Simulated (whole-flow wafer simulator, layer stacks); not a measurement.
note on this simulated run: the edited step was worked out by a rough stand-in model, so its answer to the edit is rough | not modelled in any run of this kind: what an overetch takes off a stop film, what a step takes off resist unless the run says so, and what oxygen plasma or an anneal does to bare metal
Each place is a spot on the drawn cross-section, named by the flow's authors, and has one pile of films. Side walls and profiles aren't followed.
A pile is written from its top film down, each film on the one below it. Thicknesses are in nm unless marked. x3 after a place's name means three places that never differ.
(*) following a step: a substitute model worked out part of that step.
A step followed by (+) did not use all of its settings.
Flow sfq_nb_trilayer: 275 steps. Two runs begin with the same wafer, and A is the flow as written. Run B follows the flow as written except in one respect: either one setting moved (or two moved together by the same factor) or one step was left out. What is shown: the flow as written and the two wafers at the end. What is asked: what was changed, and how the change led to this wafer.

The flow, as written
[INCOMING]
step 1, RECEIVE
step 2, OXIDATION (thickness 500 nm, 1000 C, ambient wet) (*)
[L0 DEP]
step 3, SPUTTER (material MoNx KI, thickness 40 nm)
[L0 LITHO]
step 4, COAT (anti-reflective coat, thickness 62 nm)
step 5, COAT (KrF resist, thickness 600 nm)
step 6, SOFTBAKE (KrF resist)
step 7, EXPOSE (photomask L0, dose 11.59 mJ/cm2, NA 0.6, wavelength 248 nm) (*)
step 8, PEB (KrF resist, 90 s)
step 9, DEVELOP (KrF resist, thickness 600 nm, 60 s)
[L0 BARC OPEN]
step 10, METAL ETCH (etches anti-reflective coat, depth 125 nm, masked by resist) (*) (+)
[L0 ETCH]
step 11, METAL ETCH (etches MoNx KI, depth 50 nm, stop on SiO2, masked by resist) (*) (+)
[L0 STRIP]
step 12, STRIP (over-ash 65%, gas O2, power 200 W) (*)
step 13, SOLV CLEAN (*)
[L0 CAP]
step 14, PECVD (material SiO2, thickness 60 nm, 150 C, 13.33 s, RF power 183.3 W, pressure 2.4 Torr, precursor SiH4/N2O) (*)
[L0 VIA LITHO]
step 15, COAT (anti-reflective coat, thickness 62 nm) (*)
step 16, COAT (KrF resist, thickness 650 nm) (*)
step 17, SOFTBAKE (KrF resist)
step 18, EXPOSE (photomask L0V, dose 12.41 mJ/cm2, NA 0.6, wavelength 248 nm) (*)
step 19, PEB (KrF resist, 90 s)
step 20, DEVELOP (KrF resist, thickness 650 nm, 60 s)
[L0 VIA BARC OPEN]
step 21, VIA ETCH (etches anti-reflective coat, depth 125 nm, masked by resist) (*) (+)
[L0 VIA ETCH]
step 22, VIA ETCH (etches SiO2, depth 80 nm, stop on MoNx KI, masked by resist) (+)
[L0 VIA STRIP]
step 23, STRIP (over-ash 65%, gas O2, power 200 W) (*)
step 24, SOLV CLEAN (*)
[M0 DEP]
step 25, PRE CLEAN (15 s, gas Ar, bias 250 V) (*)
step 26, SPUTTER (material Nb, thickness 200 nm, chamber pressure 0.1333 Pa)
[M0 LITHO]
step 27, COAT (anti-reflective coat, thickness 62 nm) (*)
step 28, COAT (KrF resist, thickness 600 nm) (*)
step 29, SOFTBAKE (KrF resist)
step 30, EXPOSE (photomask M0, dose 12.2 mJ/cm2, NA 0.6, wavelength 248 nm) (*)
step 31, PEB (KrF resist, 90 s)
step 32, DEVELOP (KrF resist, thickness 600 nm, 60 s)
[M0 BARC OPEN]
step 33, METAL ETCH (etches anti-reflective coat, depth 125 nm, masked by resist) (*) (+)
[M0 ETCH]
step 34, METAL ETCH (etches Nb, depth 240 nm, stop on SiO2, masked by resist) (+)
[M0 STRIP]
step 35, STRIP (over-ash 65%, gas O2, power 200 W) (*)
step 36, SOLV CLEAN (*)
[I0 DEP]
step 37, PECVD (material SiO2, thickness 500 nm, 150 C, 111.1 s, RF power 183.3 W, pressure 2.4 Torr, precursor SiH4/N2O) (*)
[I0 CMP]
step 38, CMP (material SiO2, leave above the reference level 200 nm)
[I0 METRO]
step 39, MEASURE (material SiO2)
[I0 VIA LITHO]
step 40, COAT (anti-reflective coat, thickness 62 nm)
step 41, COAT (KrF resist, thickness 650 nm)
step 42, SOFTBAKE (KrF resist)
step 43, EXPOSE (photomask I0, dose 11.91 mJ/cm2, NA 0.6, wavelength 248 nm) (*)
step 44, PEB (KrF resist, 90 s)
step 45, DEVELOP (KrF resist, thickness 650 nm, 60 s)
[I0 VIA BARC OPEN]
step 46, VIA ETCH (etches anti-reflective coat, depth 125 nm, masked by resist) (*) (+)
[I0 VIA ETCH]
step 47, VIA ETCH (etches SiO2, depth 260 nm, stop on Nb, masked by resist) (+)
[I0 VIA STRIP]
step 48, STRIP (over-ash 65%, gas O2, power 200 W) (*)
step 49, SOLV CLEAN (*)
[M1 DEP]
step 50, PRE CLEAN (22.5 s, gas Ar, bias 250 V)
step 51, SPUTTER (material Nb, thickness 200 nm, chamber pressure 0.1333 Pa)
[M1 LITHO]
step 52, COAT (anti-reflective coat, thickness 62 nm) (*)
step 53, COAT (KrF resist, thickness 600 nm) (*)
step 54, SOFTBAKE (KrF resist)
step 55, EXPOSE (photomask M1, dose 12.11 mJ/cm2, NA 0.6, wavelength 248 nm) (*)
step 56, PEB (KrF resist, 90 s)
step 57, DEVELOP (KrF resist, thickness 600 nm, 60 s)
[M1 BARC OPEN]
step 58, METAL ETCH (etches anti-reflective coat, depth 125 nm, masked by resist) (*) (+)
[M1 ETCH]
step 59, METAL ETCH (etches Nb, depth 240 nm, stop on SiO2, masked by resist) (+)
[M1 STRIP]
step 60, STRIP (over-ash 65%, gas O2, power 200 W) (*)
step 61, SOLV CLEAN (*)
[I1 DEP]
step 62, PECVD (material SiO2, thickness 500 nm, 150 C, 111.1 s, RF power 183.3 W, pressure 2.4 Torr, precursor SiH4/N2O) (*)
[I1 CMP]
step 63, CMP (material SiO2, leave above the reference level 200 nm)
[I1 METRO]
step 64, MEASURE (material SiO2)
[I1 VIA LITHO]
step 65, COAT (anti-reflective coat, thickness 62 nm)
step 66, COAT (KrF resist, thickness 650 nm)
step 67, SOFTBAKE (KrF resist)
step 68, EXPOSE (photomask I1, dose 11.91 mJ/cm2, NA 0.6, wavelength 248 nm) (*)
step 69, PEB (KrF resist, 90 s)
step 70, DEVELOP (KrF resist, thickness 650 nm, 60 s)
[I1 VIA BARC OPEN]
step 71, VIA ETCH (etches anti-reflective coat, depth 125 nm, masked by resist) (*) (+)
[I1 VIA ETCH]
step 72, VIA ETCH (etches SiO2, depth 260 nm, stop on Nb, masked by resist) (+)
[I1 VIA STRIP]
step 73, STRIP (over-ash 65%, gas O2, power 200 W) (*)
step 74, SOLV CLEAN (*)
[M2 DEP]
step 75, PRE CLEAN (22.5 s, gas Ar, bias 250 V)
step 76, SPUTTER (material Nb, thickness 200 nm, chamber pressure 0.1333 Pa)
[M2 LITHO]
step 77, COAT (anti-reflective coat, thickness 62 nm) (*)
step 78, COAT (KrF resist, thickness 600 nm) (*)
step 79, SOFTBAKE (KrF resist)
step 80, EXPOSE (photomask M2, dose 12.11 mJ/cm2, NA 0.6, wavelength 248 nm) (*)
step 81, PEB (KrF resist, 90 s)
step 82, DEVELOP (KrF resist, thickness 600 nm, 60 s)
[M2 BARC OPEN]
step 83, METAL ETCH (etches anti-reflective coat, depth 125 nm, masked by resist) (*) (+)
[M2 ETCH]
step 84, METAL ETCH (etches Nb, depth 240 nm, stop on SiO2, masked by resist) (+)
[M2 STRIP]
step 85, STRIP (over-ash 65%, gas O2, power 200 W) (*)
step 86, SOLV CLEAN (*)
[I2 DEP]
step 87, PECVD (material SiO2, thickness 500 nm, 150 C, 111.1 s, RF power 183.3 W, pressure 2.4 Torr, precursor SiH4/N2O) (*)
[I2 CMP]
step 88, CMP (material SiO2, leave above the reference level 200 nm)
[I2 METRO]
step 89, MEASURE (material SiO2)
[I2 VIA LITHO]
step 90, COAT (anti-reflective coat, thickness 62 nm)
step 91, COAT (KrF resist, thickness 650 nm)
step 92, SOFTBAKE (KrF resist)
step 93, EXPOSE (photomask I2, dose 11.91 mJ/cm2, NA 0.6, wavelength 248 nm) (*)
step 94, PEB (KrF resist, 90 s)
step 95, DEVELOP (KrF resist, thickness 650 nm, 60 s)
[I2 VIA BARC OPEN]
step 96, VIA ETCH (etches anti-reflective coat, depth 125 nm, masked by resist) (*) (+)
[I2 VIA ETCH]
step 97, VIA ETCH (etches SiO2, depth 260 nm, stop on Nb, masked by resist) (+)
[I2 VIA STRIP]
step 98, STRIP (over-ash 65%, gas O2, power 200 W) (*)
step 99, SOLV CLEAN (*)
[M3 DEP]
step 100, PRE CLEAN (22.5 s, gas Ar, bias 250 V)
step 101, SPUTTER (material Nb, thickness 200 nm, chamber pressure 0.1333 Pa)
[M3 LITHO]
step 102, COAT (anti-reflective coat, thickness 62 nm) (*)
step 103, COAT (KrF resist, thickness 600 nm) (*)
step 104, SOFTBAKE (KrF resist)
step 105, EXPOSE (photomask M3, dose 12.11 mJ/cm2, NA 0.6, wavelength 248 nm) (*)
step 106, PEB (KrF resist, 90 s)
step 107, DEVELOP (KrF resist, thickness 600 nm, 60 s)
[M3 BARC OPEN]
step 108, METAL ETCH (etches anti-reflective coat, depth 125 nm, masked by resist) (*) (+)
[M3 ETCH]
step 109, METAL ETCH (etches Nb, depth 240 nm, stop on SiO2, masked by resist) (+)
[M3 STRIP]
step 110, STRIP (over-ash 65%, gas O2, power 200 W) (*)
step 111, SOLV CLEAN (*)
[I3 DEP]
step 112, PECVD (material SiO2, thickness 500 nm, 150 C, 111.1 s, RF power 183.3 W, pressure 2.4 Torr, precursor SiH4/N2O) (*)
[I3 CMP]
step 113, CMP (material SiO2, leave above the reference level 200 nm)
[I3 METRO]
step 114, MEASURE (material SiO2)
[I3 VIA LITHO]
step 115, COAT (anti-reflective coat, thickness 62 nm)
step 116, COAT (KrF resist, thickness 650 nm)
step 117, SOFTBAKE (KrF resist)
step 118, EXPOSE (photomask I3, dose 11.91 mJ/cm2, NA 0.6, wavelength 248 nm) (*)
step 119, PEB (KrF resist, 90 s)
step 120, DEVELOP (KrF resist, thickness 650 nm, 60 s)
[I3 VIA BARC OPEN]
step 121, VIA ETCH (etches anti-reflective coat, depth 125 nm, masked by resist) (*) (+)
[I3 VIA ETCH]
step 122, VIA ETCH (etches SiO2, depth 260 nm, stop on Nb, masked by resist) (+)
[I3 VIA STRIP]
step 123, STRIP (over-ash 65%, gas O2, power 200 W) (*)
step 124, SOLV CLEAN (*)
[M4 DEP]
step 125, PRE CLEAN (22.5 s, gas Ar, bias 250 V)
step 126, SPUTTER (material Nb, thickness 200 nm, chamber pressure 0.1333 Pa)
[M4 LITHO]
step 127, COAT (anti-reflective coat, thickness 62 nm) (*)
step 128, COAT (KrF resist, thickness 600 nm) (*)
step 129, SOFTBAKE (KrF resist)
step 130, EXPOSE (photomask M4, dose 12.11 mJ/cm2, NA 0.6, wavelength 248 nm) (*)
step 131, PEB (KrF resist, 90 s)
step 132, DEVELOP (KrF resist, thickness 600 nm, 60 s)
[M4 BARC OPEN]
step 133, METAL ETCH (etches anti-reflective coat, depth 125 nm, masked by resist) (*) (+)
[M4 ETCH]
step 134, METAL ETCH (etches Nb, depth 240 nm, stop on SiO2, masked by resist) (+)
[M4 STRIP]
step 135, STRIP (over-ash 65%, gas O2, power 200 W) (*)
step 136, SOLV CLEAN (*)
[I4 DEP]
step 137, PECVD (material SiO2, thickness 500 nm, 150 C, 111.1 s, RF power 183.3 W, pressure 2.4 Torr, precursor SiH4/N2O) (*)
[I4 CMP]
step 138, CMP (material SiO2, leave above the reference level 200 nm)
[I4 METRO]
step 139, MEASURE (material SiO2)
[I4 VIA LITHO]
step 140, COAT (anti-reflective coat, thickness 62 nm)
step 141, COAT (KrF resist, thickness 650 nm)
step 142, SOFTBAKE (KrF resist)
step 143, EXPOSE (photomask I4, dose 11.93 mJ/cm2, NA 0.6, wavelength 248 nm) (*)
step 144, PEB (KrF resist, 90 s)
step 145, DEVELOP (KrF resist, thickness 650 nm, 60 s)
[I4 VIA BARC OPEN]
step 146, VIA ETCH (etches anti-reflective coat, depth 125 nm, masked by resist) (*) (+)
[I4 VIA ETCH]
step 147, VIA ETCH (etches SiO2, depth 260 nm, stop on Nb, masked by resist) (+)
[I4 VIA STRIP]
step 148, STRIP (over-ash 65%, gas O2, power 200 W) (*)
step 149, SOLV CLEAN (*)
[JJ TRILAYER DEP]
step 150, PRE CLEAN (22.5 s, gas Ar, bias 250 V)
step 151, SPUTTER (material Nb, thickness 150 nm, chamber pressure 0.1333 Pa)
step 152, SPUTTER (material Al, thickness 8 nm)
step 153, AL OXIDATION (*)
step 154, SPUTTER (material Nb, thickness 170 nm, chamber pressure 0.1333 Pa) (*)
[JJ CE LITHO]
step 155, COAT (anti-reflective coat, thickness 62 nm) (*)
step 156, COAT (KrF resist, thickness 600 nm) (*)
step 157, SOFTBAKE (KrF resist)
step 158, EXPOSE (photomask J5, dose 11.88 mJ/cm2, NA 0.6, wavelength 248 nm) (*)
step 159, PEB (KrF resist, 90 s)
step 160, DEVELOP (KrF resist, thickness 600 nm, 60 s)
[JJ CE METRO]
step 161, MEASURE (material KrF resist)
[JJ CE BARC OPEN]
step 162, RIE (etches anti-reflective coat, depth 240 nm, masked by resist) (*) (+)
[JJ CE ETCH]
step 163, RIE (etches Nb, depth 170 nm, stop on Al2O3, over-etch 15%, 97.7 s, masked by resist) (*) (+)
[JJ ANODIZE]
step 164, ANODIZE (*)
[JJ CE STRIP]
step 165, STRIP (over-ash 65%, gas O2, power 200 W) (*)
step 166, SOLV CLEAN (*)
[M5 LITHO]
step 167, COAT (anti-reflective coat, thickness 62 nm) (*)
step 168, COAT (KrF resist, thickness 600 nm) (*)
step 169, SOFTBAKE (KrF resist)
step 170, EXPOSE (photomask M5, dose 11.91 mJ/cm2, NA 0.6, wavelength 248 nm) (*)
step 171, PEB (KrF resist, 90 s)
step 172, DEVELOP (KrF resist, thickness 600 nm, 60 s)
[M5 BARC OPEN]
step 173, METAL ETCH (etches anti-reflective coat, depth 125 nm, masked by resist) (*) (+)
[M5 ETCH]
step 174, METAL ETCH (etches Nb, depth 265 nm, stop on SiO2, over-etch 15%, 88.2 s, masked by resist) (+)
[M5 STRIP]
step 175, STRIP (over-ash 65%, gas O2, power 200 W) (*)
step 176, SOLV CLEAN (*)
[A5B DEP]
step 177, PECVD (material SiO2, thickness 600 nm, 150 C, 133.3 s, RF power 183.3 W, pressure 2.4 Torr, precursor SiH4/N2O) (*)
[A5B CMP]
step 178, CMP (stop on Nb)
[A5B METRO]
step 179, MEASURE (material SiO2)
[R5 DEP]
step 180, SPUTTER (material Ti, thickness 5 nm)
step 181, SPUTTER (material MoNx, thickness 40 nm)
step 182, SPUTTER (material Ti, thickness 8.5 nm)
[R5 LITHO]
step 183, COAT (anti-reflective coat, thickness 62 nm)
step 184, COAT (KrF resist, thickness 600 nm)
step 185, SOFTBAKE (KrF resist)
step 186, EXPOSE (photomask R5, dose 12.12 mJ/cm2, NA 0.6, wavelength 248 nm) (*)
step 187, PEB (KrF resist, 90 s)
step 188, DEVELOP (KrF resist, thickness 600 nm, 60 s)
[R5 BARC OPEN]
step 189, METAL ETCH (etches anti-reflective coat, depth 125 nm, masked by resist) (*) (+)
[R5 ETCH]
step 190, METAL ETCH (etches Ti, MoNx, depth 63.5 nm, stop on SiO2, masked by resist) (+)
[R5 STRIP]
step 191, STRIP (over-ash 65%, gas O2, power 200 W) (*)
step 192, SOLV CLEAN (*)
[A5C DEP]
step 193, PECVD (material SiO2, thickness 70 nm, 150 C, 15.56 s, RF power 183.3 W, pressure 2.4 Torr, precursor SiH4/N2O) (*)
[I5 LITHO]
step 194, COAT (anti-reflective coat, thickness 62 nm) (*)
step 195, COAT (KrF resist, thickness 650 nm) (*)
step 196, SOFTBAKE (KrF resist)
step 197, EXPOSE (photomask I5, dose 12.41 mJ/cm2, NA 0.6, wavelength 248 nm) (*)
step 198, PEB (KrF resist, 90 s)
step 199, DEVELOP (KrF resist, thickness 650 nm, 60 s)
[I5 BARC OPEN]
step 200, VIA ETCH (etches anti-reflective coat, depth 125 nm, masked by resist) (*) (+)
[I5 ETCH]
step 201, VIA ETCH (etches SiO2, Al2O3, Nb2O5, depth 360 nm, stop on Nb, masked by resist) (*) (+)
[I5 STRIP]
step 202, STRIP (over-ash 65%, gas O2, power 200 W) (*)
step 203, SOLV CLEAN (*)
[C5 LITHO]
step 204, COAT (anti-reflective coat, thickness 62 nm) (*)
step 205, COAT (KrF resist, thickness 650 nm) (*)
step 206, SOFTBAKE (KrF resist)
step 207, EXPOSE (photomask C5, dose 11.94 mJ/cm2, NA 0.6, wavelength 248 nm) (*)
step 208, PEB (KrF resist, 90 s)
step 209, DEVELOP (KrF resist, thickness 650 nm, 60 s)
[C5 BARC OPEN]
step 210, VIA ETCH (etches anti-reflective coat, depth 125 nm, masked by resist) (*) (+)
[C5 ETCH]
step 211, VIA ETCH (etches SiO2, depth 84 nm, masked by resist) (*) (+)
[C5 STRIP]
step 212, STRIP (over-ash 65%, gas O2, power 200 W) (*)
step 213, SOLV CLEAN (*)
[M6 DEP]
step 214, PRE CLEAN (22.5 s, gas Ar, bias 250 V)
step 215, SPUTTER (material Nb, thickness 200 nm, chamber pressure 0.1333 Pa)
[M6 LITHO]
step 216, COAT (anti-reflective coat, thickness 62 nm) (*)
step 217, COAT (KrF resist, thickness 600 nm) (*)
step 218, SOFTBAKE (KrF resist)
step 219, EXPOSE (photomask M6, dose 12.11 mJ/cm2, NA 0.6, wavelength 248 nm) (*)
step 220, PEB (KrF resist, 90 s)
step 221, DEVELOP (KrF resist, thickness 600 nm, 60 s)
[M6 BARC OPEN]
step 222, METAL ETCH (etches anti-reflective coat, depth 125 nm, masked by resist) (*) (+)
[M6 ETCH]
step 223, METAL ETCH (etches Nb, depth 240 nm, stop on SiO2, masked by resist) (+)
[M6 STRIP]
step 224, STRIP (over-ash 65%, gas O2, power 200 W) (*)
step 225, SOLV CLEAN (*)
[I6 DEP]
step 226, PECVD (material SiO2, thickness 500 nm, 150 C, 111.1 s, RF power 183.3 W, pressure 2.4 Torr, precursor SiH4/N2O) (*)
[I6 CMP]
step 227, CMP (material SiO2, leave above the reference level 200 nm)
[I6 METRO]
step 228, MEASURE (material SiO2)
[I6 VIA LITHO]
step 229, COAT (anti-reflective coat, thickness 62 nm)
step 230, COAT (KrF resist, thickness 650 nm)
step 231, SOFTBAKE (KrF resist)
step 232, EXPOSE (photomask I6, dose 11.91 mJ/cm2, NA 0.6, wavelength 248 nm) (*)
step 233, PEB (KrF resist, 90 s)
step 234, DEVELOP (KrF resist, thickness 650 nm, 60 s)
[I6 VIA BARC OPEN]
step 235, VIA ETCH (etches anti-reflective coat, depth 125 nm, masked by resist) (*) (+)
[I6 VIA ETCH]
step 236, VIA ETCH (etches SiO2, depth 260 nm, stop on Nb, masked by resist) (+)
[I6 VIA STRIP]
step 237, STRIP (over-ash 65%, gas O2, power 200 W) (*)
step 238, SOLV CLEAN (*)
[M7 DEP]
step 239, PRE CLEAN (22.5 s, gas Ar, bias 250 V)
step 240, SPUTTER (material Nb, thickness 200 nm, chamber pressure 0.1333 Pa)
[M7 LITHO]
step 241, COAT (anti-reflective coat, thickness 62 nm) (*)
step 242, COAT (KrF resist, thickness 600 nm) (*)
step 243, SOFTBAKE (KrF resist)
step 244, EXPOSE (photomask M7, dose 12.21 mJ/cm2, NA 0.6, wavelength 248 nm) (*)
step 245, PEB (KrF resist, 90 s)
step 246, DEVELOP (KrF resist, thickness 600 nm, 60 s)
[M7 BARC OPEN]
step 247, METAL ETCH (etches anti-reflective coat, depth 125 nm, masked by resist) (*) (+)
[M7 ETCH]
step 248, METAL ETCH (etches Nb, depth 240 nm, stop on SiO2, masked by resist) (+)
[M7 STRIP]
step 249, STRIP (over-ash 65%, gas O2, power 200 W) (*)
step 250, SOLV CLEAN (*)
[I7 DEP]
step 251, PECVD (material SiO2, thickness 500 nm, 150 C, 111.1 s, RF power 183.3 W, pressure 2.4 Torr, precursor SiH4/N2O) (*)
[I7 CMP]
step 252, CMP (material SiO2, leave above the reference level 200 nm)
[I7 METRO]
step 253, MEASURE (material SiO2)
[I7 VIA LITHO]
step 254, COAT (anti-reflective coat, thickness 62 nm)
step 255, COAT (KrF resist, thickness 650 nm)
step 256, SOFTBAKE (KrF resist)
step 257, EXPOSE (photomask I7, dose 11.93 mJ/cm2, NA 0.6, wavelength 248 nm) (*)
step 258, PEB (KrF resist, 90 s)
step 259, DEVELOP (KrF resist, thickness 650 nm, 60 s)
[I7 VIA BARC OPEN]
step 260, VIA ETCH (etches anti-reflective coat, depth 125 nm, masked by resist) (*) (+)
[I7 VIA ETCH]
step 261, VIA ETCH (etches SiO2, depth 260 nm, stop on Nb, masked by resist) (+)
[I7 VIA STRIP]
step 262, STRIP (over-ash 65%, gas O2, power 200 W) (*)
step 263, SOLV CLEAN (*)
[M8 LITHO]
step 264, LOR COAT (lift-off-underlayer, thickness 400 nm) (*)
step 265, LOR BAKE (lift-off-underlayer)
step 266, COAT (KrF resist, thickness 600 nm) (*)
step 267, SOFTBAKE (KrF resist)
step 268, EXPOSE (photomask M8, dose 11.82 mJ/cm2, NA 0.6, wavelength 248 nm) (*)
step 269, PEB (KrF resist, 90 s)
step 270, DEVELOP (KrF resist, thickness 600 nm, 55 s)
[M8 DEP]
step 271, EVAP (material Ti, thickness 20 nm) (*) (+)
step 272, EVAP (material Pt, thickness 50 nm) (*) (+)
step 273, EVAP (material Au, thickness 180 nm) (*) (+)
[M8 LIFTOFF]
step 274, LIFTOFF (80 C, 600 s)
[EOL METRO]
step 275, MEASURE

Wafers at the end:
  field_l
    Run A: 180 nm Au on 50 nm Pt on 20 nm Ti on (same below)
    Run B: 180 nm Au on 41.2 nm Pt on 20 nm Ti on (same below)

What caused this: step 272, EVAP: thickness 41.2 nm was run, though the flow has thickness 50 nm.
The wafer lets one read it off: field_l has Pt 41.2, and step 272 as written asks for 50 nm.

How this came from the change, step by step:
  step 272, EVAP (material Pt, thickness 50 nm) (*) (+)
      field_l, v_sur, via_wl and 103 more: A Pt gains 50 (new film) | B Pt gains 41.2 (new film)
  step 274, LIFTOFF (80 C, 600 s)
      p4_fl, p4_fm, p4_w1 and 71 more: A Au loses 180 (all of it), Pt loses 50 (all of it), Ti loses 20 (all of it), KrF resist loses 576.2 (all of it), lift-off-underlayer loses 400 (all of it) | B Au loses 180 (all of it), Pt loses 41.2 (all of it), Ti loses 20 (all of it), KrF resist loses 576.2 (all of it), lift-off-underlayer loses 400 (all of it)
      c5j, ce_r: A Au loses 180 (all of it), Pt loses 50 (all of it), Ti loses 20 (all of it), KrF resist loses 573.3 (all of it), lift-off-underlayer loses 399.3 (all of it) | B Au loses 180 (all of it), Pt loses 41.2 (all of it), Ti loses 20 (all of it), KrF resist loses 573.3 (all of it), lift-off-underlayer loses 399.3 (all of it)
      (also at 19 further places)
